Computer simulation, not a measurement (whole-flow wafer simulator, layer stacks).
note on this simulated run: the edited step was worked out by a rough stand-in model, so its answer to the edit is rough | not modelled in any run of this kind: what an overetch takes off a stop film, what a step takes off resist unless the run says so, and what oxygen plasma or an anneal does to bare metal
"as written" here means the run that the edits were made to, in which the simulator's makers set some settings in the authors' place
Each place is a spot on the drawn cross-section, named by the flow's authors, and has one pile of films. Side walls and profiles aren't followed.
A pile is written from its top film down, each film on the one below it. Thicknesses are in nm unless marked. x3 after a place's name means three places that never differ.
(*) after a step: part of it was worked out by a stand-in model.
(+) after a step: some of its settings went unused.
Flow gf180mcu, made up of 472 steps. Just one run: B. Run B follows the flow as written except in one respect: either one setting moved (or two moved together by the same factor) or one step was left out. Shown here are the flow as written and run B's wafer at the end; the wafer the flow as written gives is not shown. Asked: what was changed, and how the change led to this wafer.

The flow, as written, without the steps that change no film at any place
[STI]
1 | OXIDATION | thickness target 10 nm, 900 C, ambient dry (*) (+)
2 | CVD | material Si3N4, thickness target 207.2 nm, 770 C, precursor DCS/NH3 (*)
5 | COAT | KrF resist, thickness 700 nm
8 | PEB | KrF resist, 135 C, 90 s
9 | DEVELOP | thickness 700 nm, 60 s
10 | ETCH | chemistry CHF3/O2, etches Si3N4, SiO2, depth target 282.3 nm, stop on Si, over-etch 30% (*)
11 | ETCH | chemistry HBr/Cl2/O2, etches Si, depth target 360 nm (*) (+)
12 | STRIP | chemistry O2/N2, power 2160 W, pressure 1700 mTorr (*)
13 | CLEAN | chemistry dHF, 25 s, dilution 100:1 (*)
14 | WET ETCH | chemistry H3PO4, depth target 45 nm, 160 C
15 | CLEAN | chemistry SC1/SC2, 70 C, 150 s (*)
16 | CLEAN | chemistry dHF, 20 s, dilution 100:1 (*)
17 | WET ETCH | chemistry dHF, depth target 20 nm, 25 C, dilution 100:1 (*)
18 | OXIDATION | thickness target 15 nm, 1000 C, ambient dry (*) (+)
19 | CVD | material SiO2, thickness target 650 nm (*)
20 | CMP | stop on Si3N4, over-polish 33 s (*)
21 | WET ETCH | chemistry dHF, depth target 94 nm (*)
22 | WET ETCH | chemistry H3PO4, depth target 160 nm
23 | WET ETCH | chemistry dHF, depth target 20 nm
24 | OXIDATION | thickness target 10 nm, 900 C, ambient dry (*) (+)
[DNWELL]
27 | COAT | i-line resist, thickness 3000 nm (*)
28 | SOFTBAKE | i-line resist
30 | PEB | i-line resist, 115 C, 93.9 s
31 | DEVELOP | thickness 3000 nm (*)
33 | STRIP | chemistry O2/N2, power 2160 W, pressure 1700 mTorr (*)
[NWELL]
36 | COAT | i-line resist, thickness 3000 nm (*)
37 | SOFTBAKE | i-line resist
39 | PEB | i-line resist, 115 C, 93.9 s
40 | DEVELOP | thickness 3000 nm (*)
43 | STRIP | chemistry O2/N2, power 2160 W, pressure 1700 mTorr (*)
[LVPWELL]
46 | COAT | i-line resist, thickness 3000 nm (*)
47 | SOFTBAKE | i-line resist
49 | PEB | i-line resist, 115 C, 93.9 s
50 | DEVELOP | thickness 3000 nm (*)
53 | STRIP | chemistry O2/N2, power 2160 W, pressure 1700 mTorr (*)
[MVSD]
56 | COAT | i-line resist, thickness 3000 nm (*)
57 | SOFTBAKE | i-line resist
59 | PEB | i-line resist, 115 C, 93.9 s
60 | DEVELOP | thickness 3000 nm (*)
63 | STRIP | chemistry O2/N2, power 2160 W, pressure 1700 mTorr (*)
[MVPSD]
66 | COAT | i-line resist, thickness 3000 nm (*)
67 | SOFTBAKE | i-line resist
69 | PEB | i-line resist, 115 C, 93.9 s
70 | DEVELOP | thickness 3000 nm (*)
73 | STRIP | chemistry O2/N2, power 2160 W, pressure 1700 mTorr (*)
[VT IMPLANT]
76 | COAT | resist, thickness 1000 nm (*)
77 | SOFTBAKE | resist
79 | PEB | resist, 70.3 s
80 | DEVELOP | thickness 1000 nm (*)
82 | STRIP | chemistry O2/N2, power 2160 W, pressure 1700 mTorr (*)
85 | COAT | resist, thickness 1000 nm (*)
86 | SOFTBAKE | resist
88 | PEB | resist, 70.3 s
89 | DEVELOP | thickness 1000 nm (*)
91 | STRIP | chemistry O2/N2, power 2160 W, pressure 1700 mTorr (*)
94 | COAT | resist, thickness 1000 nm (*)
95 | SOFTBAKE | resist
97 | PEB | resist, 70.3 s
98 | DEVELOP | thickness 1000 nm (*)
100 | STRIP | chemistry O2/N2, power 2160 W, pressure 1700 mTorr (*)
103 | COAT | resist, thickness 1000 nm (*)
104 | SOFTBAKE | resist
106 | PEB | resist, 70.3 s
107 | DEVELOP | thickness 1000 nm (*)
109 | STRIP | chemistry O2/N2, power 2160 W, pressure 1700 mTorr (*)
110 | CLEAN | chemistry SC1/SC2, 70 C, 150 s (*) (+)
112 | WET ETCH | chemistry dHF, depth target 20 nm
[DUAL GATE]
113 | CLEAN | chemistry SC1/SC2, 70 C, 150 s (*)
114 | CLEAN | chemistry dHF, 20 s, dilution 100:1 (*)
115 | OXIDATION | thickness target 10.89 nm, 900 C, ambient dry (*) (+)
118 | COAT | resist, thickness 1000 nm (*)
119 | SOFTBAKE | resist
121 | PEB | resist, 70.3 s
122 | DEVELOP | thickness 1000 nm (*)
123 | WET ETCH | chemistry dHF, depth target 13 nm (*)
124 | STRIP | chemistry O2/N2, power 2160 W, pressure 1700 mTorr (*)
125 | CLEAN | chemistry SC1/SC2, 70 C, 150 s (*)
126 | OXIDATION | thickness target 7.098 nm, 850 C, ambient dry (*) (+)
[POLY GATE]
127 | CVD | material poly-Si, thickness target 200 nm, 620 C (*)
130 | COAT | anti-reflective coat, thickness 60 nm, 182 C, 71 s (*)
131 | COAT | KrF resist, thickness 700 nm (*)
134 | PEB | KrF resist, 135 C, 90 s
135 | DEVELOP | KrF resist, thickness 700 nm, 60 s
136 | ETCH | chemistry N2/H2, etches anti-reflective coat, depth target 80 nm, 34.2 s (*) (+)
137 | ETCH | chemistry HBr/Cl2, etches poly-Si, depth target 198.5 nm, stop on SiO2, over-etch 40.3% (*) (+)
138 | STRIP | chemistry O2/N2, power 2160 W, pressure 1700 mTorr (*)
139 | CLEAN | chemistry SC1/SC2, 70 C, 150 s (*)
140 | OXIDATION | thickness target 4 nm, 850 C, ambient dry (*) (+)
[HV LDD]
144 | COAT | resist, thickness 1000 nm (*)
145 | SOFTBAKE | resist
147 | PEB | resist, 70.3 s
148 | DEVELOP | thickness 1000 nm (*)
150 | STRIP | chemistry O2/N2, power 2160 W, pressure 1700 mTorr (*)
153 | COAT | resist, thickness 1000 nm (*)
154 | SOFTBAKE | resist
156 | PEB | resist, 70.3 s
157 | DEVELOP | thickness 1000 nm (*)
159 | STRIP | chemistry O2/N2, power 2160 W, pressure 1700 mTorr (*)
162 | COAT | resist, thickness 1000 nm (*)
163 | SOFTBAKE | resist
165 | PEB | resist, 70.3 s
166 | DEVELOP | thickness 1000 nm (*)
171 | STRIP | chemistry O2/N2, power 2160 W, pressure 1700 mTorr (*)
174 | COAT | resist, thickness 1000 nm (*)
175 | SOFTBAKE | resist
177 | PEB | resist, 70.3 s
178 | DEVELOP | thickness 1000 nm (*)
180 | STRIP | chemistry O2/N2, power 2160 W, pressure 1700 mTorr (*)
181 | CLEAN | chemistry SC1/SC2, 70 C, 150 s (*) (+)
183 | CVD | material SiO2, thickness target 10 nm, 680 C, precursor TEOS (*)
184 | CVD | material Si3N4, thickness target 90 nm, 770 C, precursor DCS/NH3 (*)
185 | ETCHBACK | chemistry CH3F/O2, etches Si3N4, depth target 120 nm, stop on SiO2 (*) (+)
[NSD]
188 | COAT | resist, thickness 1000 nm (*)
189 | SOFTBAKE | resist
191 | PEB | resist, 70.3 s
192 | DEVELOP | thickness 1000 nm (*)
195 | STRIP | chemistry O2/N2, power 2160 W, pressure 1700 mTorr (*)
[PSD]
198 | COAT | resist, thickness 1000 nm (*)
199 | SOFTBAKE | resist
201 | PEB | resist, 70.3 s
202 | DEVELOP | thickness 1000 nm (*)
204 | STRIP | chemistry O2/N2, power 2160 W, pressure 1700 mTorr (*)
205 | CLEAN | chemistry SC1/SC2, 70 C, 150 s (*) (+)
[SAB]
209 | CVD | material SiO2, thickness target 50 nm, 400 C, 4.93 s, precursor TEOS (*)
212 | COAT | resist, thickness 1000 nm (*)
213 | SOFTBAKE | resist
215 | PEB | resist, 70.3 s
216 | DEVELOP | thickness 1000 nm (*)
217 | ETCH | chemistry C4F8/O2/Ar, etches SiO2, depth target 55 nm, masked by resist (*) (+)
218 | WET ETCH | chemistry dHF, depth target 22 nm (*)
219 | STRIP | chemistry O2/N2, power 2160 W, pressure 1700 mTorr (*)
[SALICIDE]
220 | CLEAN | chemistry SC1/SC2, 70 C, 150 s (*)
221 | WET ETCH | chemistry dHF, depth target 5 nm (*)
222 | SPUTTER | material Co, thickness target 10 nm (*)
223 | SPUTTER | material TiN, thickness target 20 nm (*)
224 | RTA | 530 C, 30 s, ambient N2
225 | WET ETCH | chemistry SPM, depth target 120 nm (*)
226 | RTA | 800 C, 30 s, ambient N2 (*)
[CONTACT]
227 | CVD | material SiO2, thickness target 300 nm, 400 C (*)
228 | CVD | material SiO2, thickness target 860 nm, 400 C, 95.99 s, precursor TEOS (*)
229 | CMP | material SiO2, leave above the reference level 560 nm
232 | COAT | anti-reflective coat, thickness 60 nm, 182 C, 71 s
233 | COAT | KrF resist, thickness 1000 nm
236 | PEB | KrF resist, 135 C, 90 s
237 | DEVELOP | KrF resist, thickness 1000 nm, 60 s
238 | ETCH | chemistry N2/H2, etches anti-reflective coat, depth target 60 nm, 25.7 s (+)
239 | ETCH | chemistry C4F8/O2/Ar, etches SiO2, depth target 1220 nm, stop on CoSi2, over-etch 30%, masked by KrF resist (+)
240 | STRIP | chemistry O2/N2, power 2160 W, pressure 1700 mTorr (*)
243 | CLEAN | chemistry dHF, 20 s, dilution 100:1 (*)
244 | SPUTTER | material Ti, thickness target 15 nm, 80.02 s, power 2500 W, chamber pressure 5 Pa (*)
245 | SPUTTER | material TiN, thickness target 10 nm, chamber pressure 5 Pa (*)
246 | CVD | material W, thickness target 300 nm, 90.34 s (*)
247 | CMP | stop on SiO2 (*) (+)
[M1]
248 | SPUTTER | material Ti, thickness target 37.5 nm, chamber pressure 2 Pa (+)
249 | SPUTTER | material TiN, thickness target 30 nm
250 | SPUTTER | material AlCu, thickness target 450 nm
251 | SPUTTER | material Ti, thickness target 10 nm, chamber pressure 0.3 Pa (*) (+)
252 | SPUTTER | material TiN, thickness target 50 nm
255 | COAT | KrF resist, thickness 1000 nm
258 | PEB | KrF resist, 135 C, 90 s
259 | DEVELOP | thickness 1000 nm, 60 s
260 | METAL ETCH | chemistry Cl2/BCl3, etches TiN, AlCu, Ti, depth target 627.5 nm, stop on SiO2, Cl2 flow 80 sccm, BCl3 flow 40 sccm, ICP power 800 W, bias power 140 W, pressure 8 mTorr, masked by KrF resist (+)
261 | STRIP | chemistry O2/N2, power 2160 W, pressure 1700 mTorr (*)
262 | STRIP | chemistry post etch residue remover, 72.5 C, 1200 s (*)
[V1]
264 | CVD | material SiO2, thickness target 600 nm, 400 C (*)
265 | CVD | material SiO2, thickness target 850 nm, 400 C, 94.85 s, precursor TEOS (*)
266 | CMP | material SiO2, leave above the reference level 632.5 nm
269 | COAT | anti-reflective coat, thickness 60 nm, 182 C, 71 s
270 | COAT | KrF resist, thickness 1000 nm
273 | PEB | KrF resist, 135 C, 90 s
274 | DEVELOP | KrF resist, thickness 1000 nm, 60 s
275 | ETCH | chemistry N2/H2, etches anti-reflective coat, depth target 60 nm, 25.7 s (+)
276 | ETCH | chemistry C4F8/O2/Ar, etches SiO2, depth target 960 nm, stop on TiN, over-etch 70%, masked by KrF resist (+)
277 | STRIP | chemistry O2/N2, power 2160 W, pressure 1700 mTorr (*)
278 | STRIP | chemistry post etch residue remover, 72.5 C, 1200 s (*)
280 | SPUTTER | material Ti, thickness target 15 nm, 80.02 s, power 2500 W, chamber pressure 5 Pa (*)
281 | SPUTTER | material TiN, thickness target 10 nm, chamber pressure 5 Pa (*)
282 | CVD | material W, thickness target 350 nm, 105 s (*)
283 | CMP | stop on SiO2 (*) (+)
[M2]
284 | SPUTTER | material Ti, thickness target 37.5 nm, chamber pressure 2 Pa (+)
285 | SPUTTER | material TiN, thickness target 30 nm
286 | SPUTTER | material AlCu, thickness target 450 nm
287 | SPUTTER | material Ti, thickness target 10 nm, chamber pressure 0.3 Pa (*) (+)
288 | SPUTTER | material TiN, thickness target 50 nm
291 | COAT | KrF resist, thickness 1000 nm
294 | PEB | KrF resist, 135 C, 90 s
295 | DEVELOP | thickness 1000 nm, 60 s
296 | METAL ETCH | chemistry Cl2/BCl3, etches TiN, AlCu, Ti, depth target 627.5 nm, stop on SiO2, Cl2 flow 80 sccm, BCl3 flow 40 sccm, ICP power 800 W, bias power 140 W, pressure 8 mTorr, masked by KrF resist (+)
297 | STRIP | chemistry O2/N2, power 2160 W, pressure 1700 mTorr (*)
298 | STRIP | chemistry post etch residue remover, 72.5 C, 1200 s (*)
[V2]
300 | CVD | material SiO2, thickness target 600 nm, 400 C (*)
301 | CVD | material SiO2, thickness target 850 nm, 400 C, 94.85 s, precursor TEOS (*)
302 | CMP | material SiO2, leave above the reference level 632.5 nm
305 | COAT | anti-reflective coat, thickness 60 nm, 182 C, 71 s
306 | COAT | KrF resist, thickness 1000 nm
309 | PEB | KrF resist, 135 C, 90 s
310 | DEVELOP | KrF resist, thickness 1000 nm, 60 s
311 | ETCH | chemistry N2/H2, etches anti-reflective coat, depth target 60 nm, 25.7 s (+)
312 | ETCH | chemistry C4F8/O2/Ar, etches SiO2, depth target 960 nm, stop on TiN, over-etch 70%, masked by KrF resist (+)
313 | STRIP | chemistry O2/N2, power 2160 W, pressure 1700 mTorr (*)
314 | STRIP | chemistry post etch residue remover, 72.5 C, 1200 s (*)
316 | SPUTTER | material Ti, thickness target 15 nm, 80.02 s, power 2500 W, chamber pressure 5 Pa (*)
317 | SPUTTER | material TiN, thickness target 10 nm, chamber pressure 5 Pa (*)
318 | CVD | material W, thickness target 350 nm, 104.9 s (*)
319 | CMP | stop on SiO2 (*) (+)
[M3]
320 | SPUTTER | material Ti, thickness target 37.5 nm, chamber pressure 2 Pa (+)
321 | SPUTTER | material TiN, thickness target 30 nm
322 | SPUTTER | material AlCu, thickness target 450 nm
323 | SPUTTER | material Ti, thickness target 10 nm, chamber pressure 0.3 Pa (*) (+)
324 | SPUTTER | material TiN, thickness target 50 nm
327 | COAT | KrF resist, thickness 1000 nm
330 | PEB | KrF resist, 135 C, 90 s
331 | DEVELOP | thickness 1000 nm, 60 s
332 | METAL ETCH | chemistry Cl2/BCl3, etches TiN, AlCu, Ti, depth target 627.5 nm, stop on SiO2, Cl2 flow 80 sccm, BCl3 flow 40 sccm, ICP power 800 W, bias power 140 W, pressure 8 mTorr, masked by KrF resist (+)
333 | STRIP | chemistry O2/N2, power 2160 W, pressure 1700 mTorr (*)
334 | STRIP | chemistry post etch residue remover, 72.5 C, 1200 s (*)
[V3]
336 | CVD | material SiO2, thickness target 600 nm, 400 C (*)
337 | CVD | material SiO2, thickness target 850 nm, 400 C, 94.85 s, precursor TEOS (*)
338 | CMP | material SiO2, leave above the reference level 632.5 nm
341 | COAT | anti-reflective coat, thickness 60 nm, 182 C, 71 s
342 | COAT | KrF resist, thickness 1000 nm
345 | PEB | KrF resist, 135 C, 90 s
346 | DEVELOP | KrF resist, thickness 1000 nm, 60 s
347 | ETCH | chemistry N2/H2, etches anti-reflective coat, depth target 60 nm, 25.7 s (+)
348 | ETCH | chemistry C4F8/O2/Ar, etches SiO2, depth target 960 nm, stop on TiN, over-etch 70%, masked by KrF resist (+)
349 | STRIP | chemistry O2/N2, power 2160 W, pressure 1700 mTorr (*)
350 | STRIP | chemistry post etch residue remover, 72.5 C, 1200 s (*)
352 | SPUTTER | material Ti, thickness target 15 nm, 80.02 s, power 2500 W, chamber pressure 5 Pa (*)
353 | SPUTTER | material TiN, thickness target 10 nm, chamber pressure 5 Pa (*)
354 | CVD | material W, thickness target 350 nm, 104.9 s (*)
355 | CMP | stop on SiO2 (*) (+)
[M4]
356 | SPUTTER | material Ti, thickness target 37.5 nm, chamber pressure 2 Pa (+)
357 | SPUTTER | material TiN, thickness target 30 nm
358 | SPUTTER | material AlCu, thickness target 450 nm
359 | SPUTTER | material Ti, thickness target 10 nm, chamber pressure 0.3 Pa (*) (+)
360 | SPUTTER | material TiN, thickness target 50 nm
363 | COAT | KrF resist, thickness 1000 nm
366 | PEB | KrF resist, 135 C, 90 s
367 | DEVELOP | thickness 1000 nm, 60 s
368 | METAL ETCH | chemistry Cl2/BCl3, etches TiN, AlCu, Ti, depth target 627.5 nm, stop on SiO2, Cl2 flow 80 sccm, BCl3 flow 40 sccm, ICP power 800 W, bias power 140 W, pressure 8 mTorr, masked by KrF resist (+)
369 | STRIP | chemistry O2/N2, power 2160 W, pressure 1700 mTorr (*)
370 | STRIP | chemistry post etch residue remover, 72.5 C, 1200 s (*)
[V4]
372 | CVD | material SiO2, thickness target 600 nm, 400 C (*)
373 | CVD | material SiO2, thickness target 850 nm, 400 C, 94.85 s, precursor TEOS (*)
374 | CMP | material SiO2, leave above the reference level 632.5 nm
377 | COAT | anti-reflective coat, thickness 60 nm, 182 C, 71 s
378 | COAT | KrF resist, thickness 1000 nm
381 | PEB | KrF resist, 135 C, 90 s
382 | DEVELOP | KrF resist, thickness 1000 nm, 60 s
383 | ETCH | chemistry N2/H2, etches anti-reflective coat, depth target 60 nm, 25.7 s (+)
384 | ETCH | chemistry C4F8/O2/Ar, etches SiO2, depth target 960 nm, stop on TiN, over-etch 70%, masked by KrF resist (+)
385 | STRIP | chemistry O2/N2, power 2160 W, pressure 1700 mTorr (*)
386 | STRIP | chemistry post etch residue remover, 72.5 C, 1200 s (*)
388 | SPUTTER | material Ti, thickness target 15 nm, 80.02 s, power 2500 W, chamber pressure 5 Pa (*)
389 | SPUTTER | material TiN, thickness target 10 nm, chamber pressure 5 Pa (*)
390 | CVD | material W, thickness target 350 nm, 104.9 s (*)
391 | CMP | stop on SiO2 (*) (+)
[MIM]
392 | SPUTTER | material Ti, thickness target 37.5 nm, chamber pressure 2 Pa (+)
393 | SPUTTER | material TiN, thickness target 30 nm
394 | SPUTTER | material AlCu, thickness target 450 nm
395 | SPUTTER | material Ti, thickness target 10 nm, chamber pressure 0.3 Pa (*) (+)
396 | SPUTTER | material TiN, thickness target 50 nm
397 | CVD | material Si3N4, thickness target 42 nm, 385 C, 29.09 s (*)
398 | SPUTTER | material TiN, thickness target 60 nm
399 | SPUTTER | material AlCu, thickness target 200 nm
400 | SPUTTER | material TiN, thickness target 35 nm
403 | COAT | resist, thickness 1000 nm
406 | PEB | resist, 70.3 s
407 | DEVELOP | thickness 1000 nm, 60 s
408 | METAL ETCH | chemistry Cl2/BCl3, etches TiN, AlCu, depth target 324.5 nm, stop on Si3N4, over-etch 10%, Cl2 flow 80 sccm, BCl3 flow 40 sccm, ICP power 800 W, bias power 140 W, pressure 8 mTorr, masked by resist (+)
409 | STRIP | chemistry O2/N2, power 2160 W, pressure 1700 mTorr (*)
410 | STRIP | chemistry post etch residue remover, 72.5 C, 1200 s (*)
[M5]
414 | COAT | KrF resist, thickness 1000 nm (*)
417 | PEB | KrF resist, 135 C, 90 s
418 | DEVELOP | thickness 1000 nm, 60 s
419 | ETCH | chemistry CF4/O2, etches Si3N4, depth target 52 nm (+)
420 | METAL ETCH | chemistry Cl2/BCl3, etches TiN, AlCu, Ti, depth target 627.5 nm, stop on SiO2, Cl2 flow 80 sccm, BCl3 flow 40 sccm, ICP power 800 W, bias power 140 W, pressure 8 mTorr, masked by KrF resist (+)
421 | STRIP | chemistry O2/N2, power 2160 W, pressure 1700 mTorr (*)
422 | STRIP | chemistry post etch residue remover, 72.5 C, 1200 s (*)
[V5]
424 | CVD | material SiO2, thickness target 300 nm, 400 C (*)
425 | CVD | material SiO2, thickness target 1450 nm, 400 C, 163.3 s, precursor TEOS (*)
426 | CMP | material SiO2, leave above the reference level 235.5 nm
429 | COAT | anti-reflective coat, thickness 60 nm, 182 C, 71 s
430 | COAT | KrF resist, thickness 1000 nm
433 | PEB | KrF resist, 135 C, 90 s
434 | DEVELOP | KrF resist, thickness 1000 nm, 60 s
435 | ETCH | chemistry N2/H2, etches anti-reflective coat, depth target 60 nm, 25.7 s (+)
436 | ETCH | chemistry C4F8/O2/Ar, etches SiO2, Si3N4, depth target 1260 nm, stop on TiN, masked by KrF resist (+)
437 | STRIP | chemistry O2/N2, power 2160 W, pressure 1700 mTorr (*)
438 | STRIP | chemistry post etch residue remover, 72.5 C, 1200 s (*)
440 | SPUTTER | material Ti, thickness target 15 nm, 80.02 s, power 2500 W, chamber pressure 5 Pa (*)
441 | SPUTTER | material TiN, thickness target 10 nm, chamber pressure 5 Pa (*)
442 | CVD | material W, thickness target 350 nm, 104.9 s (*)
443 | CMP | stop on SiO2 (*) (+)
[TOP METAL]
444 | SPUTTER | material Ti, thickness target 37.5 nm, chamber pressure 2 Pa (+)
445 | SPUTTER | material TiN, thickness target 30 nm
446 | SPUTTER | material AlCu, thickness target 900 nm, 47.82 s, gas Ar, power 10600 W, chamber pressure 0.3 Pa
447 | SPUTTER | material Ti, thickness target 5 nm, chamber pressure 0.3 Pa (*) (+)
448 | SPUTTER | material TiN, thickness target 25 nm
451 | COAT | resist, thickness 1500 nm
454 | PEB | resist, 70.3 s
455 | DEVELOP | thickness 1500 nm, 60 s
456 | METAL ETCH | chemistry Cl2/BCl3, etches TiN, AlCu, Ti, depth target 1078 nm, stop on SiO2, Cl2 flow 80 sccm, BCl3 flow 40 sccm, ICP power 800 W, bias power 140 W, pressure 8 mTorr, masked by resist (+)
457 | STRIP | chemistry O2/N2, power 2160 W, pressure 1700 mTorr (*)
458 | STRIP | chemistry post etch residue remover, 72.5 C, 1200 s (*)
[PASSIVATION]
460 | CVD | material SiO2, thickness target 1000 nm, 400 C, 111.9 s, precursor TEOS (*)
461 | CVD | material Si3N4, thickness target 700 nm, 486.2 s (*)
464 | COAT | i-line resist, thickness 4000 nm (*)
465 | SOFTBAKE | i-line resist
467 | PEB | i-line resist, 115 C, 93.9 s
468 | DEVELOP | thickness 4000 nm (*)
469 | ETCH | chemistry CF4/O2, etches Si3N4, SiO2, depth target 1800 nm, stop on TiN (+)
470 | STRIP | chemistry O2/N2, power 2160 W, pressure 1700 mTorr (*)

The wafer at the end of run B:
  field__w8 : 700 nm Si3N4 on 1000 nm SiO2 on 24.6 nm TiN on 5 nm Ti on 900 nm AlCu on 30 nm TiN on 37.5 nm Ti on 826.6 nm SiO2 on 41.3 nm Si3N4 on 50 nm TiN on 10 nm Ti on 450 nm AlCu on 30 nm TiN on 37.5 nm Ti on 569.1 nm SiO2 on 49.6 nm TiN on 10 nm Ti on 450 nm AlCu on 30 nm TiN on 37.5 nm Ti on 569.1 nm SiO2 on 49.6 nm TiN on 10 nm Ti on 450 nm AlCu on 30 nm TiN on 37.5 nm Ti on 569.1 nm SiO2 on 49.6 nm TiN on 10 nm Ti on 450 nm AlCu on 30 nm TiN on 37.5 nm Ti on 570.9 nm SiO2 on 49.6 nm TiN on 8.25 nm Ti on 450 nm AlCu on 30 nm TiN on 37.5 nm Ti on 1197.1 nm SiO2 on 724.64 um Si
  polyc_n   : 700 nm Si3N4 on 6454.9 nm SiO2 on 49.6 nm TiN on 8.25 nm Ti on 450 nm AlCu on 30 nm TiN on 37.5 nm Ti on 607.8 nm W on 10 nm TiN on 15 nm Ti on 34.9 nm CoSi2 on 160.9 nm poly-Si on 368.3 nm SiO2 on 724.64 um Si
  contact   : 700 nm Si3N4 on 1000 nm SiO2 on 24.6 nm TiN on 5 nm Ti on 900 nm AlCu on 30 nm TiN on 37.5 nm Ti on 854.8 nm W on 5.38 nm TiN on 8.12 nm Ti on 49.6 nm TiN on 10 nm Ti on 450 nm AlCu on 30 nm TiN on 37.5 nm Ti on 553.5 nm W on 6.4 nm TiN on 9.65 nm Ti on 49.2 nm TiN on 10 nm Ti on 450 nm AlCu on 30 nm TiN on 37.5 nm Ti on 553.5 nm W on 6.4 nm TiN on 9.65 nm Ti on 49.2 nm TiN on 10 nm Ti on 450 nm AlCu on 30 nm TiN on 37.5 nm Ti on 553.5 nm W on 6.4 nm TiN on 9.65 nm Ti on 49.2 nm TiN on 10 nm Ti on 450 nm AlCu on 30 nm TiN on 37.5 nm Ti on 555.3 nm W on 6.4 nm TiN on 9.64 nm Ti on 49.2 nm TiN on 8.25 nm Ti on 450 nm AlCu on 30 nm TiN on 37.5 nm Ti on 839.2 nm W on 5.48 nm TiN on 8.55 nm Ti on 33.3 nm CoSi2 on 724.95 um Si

What caused this: step 251, SPUTTER: thickness target 8.25 nm was run, though the flow has thickness target 10 nm.
The wafer lets one read it off: field__w8 has Ti 8.25, and step 251 as written asks for 10 nm.

How this came from the change, step by step:
  251 | SPUTTER | material Ti, thickness target 10 nm, chamber pressure 0.3 Pa (*) (+)
      field, field__w1, field__w2 and 108 more: Ti gains 8.25 (new film) (in the flow as written it would be: Ti gains 10 (new film))
  260 | METAL ETCH | chemistry Cl2/BCl3, etches TiN, AlCu, Ti, depth target 627.5 nm, stop on SiO2, Cl2 flow 80 sccm, BCl3 flow 40 sccm, ICP power 800 W, bias power 140 W, pressure 8 mTorr, masked by KrF resist (+)
      field, field__w1, field__w2 and 99 more: TiN loses 50 (all of it), Ti loses 8.25 (all of it), AlCu loses 450 (all of it), TiN loses 30 (all of it), Ti loses 37.5 (all of it) (in the flow as written it would be: TiN loses 50 (all of it), Ti loses 10 (all of it), AlCu loses 450 (all of it), TiN loses 30 (all of it), Ti loses 37.5 (all of it))
